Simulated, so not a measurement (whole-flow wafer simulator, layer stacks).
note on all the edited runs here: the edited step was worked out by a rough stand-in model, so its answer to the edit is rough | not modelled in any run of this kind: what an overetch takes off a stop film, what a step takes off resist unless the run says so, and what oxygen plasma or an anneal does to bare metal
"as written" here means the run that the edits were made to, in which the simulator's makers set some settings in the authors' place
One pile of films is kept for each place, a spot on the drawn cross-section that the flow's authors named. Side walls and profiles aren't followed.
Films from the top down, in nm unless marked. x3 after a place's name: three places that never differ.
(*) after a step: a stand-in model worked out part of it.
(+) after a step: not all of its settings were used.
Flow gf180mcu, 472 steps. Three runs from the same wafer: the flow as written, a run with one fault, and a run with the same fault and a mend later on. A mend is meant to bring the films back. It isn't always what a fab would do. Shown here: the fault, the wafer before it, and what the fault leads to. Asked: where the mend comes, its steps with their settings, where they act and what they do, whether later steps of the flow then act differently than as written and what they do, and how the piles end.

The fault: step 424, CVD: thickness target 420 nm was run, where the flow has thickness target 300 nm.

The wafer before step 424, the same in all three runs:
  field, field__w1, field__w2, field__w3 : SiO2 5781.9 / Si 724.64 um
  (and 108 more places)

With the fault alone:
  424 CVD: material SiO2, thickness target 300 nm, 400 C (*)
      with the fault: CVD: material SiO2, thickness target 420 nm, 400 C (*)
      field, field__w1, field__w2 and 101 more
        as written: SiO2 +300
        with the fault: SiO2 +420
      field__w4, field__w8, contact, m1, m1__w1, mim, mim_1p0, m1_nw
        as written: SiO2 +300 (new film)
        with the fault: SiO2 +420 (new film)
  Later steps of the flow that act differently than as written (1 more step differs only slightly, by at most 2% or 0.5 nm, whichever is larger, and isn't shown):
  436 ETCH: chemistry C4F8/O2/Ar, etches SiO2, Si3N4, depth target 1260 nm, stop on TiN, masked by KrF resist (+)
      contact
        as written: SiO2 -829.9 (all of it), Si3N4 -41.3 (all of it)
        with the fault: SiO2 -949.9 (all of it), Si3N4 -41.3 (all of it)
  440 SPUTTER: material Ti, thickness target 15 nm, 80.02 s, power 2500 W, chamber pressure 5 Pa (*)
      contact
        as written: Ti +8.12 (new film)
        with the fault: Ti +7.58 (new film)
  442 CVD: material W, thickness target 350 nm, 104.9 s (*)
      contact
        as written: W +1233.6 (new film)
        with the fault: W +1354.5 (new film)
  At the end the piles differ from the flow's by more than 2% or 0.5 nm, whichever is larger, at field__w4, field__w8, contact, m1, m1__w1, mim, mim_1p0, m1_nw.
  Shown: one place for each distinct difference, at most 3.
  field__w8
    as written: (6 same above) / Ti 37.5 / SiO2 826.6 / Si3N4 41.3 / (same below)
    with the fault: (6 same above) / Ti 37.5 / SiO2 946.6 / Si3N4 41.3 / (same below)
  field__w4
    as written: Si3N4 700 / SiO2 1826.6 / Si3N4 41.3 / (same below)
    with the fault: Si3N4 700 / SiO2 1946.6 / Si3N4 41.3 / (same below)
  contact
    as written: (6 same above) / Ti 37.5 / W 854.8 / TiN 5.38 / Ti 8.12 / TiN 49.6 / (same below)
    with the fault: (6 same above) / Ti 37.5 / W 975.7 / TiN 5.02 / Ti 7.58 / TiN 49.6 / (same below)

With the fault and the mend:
  The mend comes after step 435.
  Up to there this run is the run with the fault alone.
  436 ETCH: chemistry C4F8/O2/Ar, etches SiO2, Si3N4, depth target 1380 nm, stop on TiN, masked by KrF resist (+) (the flow's step 436, which as written has depth target 1260 nm)
      field, field__w1, field__w2 and 108 more
        KrF resist -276
      contact
        SiO2 -949.9 (all of it), Si3N4 -41.3 (all of it)
  Later steps of the flow that act differently than as written (1 more step differs only slightly, by at most 2% or 0.5 nm, whichever is larger, and isn't shown):
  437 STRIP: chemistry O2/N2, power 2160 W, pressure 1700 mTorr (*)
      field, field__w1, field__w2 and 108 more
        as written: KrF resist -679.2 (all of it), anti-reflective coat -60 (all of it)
        with the mend: KrF resist -655.2 (all of it), anti-reflective coat -60 (all of it)
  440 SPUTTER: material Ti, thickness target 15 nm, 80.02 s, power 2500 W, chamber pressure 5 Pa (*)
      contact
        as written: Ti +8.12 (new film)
        with the mend: Ti +7.58 (new film)
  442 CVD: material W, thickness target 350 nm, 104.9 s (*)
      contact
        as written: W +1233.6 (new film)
        with the mend: W +1354.5 (new film)
  At the end the piles differ from the flow's by more than 2% or 0.5 nm, whichever is larger, at field__w4, field__w8, contact, m1, m1__w1, mim, mim_1p0, m1_nw.
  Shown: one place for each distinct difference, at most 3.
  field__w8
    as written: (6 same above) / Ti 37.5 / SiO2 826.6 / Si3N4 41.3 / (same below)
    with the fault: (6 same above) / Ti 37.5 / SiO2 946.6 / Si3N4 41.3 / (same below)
    with the mend: (6 same above) / Ti 37.5 / SiO2 946.6 / Si3N4 41.3 / (same below)
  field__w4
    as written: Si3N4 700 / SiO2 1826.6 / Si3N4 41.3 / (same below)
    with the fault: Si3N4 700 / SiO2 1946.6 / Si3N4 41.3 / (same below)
    with the mend: Si3N4 700 / SiO2 1946.6 / Si3N4 41.3 / (same below)
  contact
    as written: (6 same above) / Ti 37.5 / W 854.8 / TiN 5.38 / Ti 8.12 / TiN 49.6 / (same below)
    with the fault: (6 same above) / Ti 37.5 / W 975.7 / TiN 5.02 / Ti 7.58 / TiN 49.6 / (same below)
    with the mend: (6 same above) / Ti 37.5 / W 975.7 / TiN 5.02 / Ti 7.58 / TiN 49.6 / (same below)
